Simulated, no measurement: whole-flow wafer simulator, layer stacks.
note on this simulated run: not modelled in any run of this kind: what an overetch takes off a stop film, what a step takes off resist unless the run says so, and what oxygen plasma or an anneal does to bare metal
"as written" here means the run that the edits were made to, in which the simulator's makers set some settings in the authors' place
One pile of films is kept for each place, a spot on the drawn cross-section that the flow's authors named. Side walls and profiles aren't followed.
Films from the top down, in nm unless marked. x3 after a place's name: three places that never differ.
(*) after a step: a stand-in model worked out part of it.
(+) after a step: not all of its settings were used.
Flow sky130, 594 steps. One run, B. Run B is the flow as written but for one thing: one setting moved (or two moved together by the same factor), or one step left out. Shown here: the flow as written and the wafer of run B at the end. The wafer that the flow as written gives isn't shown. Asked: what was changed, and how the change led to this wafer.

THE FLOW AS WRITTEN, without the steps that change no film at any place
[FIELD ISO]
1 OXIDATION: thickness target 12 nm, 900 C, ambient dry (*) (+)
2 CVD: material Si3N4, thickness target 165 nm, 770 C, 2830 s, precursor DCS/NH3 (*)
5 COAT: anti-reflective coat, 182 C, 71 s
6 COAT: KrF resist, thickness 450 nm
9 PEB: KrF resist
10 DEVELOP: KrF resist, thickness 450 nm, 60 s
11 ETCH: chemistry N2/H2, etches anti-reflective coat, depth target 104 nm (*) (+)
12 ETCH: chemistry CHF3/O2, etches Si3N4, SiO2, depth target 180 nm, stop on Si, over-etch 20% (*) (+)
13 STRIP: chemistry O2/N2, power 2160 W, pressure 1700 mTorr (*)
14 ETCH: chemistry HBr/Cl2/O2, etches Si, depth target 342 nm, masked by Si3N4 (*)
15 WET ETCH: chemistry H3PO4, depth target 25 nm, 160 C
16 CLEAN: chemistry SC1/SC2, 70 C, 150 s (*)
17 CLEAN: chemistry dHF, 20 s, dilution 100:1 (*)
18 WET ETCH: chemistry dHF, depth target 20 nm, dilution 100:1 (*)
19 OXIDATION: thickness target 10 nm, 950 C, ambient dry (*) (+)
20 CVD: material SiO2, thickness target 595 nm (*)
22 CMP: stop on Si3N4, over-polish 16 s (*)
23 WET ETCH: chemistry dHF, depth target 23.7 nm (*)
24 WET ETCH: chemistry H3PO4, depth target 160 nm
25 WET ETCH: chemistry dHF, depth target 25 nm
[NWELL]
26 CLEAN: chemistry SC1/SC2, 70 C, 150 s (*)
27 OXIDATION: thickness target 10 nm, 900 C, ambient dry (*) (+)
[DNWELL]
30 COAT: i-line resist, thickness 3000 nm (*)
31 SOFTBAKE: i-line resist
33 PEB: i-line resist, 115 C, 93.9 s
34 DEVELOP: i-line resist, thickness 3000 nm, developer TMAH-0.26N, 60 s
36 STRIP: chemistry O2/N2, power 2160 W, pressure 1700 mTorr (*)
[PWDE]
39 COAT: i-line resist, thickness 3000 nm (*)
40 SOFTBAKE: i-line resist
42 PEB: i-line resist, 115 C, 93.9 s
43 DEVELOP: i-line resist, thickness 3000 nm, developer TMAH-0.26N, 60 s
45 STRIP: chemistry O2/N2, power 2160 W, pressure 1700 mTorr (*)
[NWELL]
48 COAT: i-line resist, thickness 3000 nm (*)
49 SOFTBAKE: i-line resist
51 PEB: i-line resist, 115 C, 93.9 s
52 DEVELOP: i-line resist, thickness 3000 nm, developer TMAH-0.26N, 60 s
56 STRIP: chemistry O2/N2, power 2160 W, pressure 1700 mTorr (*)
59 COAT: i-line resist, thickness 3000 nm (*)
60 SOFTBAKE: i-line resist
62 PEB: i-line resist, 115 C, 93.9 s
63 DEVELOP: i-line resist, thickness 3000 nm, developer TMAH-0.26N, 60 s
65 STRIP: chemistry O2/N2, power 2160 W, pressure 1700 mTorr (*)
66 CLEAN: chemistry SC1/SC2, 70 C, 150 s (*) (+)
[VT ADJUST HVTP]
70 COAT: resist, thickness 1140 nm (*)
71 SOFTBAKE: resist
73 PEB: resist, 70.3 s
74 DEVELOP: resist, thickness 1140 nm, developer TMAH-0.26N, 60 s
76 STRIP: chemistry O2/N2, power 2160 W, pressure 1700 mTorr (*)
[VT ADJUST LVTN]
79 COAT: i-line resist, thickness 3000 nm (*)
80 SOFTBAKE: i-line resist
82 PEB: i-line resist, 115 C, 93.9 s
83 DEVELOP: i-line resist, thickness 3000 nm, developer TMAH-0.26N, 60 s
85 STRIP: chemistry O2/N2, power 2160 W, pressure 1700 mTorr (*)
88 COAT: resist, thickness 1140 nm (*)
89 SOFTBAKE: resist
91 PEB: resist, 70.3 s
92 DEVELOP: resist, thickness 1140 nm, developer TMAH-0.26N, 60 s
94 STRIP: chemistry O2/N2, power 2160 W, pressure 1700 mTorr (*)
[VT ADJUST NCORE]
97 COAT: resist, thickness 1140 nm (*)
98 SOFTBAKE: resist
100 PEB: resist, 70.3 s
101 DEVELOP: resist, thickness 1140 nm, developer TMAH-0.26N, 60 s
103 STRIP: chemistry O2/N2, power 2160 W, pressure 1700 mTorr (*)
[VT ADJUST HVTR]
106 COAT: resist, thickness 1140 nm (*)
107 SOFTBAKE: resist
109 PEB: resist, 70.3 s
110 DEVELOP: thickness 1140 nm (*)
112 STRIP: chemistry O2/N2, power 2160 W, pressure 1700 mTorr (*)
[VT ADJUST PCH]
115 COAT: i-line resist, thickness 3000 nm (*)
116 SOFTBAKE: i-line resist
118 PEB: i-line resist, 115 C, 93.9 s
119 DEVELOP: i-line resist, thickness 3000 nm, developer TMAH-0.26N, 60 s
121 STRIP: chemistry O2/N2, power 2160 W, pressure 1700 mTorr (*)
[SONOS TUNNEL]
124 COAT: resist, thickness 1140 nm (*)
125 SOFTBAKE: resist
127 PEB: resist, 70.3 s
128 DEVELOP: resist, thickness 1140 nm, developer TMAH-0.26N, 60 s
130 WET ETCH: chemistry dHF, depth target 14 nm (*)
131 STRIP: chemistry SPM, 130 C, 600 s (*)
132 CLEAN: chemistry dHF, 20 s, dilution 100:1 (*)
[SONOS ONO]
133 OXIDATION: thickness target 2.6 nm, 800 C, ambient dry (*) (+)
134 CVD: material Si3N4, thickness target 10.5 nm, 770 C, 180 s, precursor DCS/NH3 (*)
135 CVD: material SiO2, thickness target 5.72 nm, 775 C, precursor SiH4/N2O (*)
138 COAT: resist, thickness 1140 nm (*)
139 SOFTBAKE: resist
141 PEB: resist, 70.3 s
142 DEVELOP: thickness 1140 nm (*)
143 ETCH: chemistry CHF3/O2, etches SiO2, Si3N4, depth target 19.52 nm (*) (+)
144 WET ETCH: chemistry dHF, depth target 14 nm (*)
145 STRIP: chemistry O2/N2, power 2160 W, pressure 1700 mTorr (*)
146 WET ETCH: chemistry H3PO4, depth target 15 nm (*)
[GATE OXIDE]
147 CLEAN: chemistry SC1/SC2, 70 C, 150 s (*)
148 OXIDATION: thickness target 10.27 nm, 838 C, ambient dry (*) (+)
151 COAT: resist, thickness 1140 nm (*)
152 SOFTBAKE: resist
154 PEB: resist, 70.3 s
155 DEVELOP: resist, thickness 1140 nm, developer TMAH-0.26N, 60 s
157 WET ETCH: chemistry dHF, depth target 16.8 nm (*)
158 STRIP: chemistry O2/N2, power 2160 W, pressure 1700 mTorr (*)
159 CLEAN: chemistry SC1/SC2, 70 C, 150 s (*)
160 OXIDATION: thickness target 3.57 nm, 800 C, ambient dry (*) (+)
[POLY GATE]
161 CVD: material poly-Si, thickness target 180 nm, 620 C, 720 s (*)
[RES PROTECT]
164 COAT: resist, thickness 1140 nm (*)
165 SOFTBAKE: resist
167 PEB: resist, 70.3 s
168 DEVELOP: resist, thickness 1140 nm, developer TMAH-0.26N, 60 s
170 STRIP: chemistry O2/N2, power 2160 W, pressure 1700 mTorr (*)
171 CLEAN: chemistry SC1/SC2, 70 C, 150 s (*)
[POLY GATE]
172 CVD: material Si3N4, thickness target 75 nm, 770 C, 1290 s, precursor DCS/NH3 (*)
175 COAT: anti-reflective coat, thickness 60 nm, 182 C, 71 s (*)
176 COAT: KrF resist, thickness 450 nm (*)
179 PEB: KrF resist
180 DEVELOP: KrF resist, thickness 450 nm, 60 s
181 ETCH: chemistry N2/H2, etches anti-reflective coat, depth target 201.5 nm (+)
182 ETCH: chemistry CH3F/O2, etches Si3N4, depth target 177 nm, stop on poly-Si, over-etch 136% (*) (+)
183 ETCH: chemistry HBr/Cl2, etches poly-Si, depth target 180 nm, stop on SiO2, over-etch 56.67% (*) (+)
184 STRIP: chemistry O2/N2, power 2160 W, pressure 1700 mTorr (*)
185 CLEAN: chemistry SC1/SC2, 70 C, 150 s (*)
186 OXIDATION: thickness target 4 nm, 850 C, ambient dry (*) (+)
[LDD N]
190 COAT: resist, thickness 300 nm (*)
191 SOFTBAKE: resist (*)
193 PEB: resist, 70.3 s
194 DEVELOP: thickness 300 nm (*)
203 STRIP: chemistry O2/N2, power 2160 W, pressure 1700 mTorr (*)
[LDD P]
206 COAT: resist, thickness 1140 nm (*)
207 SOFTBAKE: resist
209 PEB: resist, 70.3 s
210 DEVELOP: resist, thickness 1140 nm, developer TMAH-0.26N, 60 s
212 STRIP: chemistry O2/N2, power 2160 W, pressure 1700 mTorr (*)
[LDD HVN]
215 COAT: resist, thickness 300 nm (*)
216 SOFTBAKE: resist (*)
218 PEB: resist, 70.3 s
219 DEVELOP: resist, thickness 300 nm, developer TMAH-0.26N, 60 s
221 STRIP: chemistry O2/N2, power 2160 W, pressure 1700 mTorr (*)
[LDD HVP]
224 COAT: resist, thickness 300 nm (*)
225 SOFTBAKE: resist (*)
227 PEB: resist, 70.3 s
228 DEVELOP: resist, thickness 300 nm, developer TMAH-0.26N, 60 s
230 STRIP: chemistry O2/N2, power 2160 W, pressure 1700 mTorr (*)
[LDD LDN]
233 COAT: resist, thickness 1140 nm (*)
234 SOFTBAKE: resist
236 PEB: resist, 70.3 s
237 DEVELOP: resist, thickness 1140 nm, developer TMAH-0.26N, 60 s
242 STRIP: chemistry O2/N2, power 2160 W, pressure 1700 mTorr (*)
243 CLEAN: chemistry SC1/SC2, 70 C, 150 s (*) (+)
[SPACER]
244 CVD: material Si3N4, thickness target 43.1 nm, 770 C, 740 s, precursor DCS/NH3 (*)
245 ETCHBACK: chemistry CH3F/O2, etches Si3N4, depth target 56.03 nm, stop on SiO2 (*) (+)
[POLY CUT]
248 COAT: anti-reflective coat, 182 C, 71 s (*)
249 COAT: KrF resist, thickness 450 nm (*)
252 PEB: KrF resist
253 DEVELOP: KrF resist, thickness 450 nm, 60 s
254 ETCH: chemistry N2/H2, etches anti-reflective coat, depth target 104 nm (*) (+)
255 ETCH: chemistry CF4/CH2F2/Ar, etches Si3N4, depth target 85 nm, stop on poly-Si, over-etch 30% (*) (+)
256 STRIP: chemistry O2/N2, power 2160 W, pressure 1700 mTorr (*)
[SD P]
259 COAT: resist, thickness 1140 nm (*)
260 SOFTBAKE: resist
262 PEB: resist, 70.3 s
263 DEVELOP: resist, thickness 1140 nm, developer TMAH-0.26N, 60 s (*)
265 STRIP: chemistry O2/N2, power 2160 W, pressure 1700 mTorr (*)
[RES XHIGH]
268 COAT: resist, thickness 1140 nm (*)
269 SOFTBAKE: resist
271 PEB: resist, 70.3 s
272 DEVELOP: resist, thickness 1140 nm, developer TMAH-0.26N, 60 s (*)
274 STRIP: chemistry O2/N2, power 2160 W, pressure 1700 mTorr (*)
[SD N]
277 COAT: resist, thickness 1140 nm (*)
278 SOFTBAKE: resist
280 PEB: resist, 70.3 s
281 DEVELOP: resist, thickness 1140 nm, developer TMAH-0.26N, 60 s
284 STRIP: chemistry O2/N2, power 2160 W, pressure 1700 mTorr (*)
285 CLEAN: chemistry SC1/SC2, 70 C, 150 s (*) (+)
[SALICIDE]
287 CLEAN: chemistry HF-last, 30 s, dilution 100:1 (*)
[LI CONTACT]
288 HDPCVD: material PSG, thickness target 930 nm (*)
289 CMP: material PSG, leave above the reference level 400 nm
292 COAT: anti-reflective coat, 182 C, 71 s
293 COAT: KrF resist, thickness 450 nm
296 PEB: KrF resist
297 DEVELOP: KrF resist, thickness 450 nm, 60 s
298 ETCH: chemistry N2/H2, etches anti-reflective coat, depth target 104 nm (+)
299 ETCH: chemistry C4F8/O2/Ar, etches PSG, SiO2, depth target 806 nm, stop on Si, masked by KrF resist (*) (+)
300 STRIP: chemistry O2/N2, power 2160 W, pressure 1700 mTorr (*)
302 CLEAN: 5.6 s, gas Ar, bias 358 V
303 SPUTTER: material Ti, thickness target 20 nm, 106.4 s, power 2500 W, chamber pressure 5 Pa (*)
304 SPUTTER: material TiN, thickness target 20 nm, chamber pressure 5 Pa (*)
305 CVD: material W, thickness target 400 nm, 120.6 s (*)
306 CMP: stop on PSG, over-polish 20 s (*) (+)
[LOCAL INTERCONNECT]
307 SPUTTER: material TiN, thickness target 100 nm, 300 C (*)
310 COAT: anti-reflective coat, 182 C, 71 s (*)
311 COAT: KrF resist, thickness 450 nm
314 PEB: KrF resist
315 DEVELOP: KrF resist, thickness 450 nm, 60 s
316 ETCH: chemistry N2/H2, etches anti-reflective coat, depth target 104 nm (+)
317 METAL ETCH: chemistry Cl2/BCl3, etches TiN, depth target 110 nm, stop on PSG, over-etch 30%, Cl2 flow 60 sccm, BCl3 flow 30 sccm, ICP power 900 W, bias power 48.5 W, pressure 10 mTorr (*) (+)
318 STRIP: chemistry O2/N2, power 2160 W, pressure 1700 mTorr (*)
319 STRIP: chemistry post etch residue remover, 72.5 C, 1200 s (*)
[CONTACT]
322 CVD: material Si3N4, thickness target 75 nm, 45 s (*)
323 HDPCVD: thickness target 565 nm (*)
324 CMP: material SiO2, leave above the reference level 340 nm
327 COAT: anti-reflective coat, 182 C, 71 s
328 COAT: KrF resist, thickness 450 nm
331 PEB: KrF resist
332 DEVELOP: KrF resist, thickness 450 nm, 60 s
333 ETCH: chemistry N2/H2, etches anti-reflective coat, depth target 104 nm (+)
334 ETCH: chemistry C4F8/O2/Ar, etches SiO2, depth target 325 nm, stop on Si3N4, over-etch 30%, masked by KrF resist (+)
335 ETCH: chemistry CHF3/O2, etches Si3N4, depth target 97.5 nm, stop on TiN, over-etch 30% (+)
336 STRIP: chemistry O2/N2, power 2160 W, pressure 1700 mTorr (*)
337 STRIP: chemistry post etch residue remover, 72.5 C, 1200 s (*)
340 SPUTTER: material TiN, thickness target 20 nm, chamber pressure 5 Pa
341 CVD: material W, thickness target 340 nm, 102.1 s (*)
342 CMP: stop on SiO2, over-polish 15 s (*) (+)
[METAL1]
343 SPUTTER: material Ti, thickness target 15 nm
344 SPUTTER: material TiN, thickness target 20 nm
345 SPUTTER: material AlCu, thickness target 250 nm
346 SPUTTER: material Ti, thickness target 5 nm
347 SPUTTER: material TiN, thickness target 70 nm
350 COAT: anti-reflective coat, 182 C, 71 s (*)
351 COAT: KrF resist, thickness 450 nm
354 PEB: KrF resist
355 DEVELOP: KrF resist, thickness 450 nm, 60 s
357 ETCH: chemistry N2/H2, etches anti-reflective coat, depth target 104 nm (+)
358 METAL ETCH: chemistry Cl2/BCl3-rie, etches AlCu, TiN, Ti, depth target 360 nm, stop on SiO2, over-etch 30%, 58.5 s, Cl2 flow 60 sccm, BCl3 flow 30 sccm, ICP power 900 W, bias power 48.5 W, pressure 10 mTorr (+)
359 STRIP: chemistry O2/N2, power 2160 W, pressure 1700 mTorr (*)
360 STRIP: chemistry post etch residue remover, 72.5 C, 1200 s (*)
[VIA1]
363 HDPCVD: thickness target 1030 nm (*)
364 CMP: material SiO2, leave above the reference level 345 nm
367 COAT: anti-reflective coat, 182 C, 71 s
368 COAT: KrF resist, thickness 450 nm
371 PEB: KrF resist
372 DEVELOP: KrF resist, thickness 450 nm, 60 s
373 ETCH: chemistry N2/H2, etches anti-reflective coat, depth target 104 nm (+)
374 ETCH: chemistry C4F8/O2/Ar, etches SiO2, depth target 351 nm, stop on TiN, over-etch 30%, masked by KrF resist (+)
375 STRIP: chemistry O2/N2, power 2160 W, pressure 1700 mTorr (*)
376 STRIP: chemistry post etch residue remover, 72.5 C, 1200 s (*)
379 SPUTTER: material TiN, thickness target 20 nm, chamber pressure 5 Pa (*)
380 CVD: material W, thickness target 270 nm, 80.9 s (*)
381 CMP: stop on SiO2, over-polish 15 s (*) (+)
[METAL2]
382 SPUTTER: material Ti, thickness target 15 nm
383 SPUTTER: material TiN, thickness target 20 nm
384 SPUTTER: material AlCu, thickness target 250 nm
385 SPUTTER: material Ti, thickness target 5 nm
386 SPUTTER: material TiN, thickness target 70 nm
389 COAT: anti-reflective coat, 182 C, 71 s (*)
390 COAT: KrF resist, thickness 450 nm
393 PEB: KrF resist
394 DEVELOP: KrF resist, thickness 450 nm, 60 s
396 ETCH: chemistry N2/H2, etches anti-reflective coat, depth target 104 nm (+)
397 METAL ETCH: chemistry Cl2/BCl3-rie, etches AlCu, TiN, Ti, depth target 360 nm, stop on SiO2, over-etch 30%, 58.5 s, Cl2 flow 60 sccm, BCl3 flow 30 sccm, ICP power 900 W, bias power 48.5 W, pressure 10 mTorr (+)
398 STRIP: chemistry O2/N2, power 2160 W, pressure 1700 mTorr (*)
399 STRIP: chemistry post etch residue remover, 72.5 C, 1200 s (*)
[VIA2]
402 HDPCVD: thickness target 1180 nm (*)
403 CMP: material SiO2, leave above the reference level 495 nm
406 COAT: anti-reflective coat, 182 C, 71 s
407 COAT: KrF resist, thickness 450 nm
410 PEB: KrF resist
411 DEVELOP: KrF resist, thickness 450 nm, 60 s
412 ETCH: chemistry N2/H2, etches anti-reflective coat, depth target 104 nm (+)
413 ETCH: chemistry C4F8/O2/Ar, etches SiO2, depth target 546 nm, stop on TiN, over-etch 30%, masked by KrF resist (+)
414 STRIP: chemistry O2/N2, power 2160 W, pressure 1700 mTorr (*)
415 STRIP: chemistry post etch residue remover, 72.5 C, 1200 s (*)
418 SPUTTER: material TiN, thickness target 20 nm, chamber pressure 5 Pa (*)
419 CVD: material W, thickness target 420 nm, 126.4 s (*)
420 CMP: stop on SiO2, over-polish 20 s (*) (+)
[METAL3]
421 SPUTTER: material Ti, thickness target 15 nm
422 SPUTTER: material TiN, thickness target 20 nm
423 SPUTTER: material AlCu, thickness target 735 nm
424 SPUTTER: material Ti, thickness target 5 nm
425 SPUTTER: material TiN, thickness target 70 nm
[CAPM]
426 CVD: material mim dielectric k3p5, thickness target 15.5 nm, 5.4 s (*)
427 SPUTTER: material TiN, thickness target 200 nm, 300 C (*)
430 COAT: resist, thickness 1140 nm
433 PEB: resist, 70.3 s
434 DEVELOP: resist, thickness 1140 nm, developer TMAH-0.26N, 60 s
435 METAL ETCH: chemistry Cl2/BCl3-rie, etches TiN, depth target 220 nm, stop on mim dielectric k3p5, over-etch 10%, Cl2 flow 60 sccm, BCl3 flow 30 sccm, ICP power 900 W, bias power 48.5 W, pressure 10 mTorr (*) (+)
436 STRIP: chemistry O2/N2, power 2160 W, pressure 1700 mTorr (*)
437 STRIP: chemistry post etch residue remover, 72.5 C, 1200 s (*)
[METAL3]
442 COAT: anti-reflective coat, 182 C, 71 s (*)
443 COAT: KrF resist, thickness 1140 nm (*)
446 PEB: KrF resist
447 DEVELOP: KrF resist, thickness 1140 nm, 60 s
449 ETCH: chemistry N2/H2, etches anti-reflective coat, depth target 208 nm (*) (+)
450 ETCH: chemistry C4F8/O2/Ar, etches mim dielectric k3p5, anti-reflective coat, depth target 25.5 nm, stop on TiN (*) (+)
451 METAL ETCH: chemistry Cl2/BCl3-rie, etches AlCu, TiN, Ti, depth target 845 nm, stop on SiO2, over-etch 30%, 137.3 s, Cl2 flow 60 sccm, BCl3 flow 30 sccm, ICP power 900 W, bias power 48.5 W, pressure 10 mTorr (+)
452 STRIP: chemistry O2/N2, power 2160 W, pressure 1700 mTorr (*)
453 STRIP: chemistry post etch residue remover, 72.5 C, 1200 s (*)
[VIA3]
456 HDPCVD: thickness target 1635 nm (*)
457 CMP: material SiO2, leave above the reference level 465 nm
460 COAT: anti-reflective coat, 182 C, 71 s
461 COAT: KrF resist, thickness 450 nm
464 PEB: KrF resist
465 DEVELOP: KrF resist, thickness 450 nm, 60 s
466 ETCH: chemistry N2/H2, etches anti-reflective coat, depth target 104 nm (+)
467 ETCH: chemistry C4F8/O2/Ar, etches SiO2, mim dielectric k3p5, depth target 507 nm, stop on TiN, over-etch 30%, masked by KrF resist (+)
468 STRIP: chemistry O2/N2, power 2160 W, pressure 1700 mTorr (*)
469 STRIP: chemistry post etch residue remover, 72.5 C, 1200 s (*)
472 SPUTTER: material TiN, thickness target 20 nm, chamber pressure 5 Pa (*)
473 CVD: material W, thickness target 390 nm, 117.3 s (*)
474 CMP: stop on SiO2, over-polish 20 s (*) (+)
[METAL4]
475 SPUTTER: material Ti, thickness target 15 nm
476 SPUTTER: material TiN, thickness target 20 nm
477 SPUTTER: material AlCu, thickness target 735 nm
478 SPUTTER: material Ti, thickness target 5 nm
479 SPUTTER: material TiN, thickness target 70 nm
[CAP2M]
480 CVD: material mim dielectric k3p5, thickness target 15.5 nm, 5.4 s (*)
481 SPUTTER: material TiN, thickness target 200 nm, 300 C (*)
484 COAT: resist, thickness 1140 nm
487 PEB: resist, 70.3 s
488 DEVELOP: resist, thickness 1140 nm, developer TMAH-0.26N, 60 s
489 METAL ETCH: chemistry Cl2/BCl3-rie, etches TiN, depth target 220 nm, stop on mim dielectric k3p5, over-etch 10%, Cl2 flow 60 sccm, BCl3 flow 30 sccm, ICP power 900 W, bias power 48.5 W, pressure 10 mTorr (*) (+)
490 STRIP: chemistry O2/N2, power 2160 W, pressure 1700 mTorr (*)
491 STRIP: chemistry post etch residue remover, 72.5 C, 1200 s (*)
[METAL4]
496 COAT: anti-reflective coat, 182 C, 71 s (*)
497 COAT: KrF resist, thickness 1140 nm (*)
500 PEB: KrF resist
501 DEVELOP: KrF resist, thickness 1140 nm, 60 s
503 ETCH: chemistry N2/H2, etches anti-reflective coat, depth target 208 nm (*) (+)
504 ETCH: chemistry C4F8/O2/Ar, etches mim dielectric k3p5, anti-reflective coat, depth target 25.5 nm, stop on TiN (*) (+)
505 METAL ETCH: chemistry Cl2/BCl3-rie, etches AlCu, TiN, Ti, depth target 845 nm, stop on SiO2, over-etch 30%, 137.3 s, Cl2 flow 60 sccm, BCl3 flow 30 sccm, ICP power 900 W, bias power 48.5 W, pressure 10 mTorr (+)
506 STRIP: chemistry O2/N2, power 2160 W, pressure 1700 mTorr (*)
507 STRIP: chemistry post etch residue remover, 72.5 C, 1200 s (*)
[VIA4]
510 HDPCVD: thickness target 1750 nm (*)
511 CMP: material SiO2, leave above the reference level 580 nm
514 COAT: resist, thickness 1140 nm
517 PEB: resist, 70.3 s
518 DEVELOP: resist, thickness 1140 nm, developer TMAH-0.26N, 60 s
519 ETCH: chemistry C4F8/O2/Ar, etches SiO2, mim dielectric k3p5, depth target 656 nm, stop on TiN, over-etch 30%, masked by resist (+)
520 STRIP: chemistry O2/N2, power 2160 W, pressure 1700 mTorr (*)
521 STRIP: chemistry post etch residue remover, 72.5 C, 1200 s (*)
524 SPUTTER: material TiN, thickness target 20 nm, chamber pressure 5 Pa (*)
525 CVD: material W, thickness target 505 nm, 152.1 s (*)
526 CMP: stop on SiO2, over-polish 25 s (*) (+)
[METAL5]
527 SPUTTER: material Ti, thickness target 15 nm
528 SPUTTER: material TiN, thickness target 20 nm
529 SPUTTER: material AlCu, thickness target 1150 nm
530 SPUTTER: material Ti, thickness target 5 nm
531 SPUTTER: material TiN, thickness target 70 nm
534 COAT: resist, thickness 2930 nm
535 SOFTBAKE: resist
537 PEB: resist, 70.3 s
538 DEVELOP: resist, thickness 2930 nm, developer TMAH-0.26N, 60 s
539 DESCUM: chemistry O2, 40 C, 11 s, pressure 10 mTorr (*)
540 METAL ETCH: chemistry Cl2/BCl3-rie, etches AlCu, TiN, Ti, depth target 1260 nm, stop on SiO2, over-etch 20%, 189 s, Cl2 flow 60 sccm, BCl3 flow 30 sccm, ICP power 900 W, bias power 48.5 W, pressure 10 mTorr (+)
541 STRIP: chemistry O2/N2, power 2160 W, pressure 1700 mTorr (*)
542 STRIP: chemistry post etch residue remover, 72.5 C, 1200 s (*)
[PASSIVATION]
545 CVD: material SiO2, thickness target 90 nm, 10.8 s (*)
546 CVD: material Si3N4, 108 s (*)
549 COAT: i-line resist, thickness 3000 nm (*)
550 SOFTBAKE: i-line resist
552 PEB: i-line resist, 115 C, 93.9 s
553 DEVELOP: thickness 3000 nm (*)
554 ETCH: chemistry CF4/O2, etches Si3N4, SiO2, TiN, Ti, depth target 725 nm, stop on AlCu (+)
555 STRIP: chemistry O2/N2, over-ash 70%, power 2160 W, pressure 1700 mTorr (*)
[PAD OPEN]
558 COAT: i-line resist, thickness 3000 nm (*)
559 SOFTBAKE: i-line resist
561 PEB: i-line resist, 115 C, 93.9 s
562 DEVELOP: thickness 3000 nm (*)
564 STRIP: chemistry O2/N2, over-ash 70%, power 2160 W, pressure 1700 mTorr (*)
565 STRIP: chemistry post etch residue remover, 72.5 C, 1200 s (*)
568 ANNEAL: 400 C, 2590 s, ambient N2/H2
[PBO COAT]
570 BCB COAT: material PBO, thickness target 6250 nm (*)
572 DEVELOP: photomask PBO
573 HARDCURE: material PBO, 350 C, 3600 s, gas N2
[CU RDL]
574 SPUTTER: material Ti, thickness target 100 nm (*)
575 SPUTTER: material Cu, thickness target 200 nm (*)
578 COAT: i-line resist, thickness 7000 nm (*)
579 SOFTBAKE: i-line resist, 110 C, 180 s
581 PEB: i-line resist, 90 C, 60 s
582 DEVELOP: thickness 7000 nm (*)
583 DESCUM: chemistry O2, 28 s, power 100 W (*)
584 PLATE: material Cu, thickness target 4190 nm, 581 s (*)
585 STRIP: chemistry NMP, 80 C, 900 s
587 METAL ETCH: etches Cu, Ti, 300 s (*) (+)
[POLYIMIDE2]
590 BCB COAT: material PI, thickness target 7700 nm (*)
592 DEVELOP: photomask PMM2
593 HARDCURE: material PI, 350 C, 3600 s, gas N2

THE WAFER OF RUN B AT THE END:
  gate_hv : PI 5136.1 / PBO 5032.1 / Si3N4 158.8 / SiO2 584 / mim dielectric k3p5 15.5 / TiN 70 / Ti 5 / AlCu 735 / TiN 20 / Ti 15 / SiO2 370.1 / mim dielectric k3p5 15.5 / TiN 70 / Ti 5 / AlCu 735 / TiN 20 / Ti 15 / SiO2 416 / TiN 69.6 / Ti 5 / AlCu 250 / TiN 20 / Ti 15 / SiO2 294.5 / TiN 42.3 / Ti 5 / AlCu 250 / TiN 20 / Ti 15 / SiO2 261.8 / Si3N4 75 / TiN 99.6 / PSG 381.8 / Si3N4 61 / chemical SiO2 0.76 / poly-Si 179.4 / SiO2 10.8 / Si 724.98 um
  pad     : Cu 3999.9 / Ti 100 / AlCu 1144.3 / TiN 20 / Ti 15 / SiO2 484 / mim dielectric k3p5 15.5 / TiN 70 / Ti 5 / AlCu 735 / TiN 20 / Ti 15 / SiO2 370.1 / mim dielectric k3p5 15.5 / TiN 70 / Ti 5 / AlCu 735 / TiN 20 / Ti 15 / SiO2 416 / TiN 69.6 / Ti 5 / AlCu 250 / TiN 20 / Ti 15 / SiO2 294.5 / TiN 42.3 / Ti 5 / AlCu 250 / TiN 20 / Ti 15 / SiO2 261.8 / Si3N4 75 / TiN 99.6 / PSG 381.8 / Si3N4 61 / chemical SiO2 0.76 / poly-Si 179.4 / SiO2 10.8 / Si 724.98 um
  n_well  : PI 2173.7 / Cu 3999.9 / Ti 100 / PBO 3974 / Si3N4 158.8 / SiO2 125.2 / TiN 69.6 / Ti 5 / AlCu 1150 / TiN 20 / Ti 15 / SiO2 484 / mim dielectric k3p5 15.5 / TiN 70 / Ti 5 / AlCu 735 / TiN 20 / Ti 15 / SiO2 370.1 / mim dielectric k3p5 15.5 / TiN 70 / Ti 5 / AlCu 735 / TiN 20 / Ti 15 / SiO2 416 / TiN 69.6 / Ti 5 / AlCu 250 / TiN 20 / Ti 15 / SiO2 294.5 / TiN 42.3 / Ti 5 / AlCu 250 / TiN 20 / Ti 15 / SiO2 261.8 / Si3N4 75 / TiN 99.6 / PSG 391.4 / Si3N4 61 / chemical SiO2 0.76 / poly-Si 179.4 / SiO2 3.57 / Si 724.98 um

The cause: step 347, SPUTTER: thickness target 42.7 nm was run, where the flow has thickness target 70 nm.

How the change led to this, step by step:
  347 SPUTTER: material TiN, thickness target 70 nm
      field, active, n_well and 188 more: TiN +42.7 (new film) (as written it would be: TiN +70 (new film))
  358 METAL ETCH: chemistry Cl2/BCl3-rie, etches AlCu, TiN, Ti, depth target 360 nm, stop on SiO2, over-etch 30%, 58.5 s, Cl2 flow 60 sccm, BCl3 flow 30 sccm, ICP power 900 W, bias power 48.5 W, pressure 10 mTorr (+)
      field, active, gate and 81 more: TiN -41.4 (all of it), Ti -5 (all of it), AlCu -250 (all of it), TiN -20 (all of it), Ti -15 (all of it), SiO2 -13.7 (as written it would be: TiN -68.7 (all of it), Ti -5 (all of it), AlCu -250 (all of it), TiN -20 (all of it), Ti -15 (all of it), SiO2 -10.9)
  364 CMP: material SiO2, leave above the reference level 345 nm
      n_well, p_well, gate_hv and 100 more: SiO2 -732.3 (as written it would be: SiO2 -759.6)
      poly_licon, ndiff_licon, ndiff_licon_cpp, rpo_hd_licon: SiO2 -731.7 (as written it would be: SiO2 -759)
  374 ETCH: chemistry C4F8/O2/Ar, etches SiO2, depth target 351 nm, stop on TiN, over-etch 30%, masked by KrF resist (+)
      m1, via1_hole: SiO2 -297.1 (all of it) (as written it would be: SiO2 -269.8 (all of it))
  380 CVD: material W, thickness target 270 nm, 80.9 s (*)
      m1, via1_hole: W +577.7 (new film) (as written it would be: W +549.9 (new film))
